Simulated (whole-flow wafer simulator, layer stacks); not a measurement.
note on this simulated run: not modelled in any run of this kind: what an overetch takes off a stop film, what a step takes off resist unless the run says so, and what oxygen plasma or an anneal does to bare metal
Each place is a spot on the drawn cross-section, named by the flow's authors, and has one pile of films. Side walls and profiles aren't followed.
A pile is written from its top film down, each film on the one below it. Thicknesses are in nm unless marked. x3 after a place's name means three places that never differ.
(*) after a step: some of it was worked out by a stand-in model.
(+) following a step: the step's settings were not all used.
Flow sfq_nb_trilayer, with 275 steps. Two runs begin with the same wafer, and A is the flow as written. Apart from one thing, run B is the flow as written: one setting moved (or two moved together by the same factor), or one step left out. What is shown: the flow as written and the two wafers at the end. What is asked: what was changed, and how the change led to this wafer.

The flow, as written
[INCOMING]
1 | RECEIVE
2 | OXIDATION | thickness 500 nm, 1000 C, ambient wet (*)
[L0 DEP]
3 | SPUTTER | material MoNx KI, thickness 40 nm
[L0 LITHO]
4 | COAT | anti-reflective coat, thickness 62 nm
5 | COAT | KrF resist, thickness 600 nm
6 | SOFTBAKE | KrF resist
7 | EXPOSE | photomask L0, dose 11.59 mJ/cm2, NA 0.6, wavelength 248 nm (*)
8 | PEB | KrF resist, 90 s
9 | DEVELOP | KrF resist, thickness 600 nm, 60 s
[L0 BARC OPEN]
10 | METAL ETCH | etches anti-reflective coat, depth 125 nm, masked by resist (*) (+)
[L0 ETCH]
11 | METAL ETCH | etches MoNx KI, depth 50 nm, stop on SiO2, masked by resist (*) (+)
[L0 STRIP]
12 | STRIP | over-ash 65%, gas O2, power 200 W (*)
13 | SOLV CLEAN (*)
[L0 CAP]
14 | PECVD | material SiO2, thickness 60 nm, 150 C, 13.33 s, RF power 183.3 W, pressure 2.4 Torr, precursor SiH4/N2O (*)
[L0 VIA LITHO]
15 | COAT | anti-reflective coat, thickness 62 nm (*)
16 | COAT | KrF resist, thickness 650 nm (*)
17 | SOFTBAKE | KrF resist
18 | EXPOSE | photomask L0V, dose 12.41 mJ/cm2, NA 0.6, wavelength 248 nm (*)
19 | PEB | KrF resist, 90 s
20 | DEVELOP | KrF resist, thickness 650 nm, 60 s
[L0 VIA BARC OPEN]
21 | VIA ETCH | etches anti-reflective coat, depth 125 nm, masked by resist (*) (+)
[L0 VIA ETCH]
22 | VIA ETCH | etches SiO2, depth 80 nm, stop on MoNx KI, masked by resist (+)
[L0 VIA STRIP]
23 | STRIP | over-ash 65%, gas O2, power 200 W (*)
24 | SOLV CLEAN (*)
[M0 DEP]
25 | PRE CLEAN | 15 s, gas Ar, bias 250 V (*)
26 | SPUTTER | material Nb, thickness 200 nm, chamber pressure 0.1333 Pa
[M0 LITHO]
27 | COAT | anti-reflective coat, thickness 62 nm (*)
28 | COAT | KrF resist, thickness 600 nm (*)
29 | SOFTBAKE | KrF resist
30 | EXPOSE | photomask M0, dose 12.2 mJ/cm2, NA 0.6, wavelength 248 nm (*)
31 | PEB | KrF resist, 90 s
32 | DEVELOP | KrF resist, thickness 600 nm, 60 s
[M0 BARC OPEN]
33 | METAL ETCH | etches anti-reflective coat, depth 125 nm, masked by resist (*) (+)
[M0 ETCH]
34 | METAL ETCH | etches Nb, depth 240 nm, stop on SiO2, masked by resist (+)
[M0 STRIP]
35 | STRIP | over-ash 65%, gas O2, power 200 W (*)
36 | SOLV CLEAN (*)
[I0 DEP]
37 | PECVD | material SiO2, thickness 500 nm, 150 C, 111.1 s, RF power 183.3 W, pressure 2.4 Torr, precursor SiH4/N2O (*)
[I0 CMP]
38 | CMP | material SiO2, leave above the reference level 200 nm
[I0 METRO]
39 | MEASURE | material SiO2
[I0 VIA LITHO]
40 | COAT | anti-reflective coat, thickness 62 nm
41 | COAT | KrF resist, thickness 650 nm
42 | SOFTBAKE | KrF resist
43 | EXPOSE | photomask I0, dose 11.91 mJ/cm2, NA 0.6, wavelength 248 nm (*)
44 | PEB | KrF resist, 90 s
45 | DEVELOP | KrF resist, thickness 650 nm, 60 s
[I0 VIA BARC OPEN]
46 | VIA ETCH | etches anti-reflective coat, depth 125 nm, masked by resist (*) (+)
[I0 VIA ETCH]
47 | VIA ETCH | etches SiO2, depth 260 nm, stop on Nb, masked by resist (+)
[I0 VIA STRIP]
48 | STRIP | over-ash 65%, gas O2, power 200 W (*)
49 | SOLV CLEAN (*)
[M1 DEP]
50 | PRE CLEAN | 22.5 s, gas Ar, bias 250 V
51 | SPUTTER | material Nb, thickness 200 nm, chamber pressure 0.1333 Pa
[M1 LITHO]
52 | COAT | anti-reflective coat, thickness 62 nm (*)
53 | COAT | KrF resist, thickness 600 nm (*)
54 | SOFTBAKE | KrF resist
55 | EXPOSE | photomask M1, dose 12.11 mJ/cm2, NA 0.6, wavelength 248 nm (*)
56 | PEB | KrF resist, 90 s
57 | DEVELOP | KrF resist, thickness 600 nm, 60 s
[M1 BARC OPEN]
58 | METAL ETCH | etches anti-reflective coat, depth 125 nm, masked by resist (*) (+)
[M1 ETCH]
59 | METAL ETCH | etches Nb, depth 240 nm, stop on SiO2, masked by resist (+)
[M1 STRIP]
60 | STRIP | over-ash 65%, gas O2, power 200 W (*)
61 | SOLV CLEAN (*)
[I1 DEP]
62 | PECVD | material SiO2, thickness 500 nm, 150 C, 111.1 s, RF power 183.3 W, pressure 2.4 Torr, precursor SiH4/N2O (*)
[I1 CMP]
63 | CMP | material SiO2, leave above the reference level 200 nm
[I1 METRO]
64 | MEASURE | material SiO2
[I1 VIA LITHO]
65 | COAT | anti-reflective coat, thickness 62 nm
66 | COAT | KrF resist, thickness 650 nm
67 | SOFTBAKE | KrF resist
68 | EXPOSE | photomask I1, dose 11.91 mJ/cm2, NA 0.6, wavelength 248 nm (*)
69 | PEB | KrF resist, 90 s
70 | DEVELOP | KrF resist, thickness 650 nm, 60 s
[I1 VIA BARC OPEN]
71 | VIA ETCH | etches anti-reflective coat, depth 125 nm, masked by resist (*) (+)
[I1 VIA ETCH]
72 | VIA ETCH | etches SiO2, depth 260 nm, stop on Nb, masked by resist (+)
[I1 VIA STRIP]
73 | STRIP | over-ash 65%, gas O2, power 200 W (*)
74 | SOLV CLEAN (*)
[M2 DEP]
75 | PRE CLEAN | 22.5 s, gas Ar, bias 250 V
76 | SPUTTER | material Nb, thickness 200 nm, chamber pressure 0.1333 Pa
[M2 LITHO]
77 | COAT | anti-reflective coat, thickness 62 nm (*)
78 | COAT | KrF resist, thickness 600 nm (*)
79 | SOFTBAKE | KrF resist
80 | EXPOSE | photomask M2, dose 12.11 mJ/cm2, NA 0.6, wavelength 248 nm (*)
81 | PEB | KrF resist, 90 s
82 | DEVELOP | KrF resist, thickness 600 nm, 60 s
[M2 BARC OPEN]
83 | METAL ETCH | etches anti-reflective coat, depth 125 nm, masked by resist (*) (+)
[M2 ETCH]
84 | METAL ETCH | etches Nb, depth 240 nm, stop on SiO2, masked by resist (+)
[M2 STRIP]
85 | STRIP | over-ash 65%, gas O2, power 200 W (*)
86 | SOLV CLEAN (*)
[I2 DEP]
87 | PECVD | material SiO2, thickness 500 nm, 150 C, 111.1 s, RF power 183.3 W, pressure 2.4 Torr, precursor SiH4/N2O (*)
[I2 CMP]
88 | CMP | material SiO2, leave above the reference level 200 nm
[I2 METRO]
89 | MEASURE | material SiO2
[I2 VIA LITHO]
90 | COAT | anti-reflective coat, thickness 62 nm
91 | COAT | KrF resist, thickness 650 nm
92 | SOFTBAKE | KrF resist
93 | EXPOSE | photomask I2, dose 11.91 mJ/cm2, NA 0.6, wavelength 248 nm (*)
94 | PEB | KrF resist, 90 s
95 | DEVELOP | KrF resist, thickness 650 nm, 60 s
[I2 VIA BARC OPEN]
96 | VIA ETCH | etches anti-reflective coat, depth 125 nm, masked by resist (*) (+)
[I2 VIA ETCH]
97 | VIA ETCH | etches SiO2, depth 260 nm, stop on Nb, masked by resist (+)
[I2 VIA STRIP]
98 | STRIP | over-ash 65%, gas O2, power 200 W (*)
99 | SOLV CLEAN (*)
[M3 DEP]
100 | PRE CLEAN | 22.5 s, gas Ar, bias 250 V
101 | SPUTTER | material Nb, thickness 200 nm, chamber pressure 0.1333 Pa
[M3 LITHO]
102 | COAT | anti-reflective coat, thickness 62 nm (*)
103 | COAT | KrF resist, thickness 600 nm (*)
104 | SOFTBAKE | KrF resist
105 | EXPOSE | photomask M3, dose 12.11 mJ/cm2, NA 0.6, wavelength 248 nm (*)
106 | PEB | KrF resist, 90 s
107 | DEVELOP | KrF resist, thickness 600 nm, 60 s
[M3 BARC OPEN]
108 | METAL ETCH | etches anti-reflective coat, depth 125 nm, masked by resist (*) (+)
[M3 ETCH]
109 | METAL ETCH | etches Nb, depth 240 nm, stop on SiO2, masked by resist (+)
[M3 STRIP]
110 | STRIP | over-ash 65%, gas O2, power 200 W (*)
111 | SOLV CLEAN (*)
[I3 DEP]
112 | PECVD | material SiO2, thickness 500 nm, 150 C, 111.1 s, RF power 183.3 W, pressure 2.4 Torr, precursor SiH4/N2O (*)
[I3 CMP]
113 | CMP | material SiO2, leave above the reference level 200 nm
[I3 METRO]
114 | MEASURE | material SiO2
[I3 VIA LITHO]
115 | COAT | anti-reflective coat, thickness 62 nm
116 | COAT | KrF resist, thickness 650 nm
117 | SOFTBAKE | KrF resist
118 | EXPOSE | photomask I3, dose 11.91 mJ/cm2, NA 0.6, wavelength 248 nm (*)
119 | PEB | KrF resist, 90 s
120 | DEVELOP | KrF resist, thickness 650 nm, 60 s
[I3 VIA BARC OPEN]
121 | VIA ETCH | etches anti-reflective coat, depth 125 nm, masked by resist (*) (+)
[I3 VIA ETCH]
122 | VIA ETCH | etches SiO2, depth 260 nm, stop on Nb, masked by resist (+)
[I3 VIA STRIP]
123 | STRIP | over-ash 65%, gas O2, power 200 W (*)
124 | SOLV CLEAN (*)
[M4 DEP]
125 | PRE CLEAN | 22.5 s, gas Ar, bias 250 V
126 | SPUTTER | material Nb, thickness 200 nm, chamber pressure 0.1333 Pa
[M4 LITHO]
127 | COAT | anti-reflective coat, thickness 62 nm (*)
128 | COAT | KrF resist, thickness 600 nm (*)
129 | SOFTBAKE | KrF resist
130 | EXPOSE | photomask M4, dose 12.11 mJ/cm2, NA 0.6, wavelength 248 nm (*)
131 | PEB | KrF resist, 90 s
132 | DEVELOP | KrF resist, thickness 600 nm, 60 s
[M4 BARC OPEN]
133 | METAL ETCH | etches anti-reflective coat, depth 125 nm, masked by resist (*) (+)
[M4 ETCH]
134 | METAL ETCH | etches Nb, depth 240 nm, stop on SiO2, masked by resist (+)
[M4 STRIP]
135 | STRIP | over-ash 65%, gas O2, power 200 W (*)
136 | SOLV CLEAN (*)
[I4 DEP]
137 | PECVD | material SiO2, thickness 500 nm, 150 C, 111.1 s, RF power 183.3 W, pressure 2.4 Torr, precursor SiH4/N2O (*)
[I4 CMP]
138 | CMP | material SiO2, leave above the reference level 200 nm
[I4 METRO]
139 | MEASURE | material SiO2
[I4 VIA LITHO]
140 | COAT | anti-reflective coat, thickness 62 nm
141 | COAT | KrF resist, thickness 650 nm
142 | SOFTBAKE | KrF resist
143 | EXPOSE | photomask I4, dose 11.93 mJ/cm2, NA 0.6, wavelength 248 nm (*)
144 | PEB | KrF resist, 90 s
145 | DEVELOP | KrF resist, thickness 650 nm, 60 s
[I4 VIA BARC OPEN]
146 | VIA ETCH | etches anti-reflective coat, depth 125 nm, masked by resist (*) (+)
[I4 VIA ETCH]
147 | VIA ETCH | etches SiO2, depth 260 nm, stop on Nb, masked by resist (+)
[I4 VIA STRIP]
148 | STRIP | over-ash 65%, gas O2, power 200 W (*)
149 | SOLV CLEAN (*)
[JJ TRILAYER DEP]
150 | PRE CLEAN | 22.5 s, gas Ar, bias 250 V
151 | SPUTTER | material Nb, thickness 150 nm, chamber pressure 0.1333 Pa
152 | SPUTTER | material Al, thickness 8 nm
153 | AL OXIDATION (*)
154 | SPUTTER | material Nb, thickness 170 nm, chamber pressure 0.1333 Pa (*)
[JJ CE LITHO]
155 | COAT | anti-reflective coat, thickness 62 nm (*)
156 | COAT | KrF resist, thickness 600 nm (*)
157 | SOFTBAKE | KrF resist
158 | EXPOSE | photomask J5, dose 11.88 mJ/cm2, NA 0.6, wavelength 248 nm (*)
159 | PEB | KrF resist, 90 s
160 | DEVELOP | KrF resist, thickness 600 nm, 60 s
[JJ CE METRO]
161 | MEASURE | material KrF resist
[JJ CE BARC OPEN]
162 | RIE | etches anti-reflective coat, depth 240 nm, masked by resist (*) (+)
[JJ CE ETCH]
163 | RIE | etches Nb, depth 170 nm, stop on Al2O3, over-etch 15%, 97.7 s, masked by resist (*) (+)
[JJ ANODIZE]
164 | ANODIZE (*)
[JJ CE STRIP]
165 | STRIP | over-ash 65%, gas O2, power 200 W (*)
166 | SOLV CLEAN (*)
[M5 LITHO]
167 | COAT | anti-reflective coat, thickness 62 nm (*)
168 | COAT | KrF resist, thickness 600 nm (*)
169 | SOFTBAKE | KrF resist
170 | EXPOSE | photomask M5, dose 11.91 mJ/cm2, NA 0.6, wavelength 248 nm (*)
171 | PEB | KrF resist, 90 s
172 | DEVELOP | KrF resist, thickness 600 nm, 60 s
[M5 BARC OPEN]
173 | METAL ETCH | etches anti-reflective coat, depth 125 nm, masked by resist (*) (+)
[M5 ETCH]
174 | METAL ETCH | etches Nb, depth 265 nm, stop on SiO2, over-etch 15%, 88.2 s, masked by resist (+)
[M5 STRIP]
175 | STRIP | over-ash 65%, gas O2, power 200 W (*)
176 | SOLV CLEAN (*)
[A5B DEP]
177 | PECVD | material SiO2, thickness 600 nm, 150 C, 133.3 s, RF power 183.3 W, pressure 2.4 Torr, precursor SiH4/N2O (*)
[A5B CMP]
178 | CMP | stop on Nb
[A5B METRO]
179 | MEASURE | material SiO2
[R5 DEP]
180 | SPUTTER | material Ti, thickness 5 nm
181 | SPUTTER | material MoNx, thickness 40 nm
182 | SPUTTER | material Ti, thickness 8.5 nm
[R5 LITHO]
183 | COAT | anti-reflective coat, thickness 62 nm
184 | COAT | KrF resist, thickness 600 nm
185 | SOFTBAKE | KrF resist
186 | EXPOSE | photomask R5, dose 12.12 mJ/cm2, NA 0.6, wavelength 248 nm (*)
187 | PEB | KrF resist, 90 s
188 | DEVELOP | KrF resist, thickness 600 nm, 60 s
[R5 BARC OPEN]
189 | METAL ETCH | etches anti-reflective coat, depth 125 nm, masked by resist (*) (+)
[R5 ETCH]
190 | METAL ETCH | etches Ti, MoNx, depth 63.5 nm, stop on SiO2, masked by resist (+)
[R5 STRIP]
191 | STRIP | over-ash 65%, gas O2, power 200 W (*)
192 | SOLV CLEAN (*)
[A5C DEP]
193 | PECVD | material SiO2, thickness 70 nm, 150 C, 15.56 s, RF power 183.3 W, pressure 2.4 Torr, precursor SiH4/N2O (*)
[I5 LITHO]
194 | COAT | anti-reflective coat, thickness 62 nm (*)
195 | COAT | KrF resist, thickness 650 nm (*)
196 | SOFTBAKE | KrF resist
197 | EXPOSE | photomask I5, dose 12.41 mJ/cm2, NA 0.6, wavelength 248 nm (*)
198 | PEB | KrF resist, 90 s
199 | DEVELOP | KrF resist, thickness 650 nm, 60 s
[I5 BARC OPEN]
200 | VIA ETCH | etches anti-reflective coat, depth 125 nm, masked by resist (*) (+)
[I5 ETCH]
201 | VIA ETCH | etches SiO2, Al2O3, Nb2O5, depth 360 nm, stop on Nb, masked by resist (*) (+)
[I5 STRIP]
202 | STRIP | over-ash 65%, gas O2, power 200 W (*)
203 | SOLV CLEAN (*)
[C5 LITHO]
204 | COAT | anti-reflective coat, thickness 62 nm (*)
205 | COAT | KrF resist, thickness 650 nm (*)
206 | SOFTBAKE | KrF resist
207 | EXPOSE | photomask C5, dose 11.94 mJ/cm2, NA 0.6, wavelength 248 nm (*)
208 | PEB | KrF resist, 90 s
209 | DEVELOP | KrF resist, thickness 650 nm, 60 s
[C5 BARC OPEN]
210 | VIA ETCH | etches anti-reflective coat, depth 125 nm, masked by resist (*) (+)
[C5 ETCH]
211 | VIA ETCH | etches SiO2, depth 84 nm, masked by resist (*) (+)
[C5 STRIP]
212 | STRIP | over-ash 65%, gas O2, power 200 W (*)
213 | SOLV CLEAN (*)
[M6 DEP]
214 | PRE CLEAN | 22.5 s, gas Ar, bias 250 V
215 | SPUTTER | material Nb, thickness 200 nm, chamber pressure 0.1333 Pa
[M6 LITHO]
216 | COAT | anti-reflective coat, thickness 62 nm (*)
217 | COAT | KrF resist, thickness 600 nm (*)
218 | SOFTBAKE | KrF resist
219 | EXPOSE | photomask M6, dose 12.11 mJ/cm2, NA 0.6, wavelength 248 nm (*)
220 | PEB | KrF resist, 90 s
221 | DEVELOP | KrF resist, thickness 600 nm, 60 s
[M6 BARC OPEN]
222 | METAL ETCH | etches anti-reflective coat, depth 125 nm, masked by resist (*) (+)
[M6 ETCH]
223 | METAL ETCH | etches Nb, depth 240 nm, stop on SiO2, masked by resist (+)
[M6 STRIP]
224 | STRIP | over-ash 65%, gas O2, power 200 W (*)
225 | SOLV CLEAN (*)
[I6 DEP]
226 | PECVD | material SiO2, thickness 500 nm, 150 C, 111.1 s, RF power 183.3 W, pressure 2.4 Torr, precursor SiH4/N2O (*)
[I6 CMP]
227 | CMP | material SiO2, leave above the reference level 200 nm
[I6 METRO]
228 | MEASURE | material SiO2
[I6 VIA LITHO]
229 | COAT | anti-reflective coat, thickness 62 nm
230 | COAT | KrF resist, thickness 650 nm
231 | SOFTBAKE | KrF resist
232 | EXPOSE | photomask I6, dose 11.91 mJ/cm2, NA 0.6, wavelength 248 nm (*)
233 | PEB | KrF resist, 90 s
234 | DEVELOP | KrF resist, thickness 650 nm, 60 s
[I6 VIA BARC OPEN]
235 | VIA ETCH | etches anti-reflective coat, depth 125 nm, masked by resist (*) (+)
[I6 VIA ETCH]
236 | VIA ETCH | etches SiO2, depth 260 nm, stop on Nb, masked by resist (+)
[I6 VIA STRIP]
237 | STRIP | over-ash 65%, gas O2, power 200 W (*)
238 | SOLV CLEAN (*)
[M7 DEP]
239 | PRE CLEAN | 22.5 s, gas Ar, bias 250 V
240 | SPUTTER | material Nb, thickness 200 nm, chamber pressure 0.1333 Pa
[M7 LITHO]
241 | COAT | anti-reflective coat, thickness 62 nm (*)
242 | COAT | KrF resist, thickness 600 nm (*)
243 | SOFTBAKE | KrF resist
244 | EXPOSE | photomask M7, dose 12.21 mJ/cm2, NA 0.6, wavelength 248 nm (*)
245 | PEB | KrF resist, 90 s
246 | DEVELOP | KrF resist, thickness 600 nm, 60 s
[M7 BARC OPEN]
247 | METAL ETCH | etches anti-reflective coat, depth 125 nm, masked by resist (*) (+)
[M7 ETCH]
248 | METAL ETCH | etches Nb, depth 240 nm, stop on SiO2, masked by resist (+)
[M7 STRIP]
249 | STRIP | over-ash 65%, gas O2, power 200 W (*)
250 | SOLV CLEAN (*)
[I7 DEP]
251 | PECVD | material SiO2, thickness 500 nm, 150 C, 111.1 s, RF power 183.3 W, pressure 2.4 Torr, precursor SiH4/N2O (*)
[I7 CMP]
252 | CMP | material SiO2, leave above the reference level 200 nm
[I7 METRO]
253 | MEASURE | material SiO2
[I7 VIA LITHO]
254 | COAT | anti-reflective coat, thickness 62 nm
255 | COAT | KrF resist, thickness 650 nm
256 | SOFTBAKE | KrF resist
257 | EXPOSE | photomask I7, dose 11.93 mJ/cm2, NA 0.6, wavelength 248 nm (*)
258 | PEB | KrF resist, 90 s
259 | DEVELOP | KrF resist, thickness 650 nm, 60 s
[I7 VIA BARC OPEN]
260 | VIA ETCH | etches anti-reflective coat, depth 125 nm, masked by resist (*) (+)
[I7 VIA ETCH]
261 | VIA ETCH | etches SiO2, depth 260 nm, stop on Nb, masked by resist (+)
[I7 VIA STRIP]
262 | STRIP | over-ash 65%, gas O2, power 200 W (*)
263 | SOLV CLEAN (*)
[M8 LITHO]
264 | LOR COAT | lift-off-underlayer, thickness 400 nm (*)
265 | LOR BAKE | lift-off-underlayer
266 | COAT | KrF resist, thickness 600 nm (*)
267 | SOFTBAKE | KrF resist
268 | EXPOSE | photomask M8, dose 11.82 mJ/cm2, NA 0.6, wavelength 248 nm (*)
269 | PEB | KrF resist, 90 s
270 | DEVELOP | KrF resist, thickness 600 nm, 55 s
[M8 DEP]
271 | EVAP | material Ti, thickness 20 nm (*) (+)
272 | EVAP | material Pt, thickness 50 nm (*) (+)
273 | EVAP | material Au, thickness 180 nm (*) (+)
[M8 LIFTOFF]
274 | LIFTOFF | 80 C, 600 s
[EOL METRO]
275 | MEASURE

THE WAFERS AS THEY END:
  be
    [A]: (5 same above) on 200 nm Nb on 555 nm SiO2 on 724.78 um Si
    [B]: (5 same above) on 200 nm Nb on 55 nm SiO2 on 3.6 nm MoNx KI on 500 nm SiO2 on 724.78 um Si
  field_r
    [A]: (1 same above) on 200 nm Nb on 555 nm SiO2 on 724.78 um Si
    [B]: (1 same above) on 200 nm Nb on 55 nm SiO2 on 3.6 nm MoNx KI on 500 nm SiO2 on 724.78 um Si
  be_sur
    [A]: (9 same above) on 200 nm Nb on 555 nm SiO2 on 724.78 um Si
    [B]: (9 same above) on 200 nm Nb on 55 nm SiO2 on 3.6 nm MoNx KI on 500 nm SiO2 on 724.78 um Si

What caused this: step 3, SPUTTER: thickness 53.6 nm was run, though the flow has thickness 40 nm.

The path from the change to this, step by step:
  3 | SPUTTER | material MoNx KI, thickness 40 nm
      field_l, v_sur, via_wl and 103 more: A +40 MoNx KI (new film) | B +53.6 MoNx KI (new film)
  11 | METAL ETCH | etches MoNx KI, depth 50 nm, stop on SiO2, masked by resist (*) (+)
      v_sur, via_wl, via_w and 97 more: A -40 MoNx KI (all of it) | B -50 MoNx KI
  14 | PECVD | material SiO2, thickness 60 nm, 150 C, 13.33 s, RF power 183.3 W, pressure 2.4 Torr, precursor SiH4/N2O (*)
      v_sur, via_wl, via_w and 97 more: A +60 SiO2 | B +60 SiO2 (new film)
  15 | COAT | anti-reflective coat, thickness 62 nm (*)
      field_l: A +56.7 anti-reflective coat (new film) | B +55.5 anti-reflective coat (new film)
      v_sur: A +72.2 anti-reflective coat (new film) | B +74.9 anti-reflective coat (new film)
      (and at 2 other places as well)
  23 | STRIP | over-ash 65%, gas O2, power 200 W (*)
      field_l: A -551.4 KrF resist (all of it), -56.7 anti-reflective coat (all of it) | B -549.3 KrF resist (all of it), -55.5 anti-reflective coat (all of it)
      v_sur: A -570.5 KrF resist (all of it), -72.2 anti-reflective coat (all of it) | B -573.1 KrF resist (all of it), -74.9 anti-reflective coat (all of it)
      (and at 2 other places as well)
  27 | COAT | anti-reflective coat, thickness 62 nm (*)
      v_sur: A +72.3 anti-reflective coat (new film) | B +75.1 anti-reflective coat (new film)
      l0_sur: A +47.5 anti-reflective coat (new film) | B +46.5 anti-reflective coat (new film)
      (and at 1 other place as well)
  35 | STRIP | over-ash 65%, gas O2, power 200 W (*)
      v_sur: A -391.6 KrF resist (all of it), -72.3 anti-reflective coat (all of it) | B -393.9 KrF resist (all of it), -75.1 anti-reflective coat (all of it)
      l0_sur: A -372 KrF resist (all of it), -47.5 anti-reflective coat (all of it) | B -369.2 KrF resist (all of it), -46.5 anti-reflective coat (all of it)
      (and at 1 other place as well)
  38 | CMP | material SiO2, leave above the reference level 200 nm
      field_l, l0_sur, l0r_line_l, l0r_line_c, l0r_line_r: A -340 SiO2 | B -350 SiO2
      l0v: A -277.8 SiO2 | B -287.8 SiO2
Taking metal films that touch as one body, be has 4 bodies (between them, from the top down: SiO2 503.2; SiO2 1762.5; SiO2 55); the flow as written gives 3 bodies (between them, from the top down: SiO2 503.2; SiO2 1762.5).
Taking metal films that touch as one body, field_r has 2 bodies (between them, from the top down: SiO2 55); the flow as written gives 1 body.
Taking metal films that touch as one body, be_sur has 5 bodies (between them, from the top down: SiO2 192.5; SiO2 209 / Al2O3 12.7 / Nb2O5 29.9; SiO2 1762.5; SiO2 55); the flow as written gives 4 bodies (between them, from the top down: SiO2 192.5; SiO2 209 / Al2O3 12.7 / Nb2O5 29.9; SiO2 1762.5).
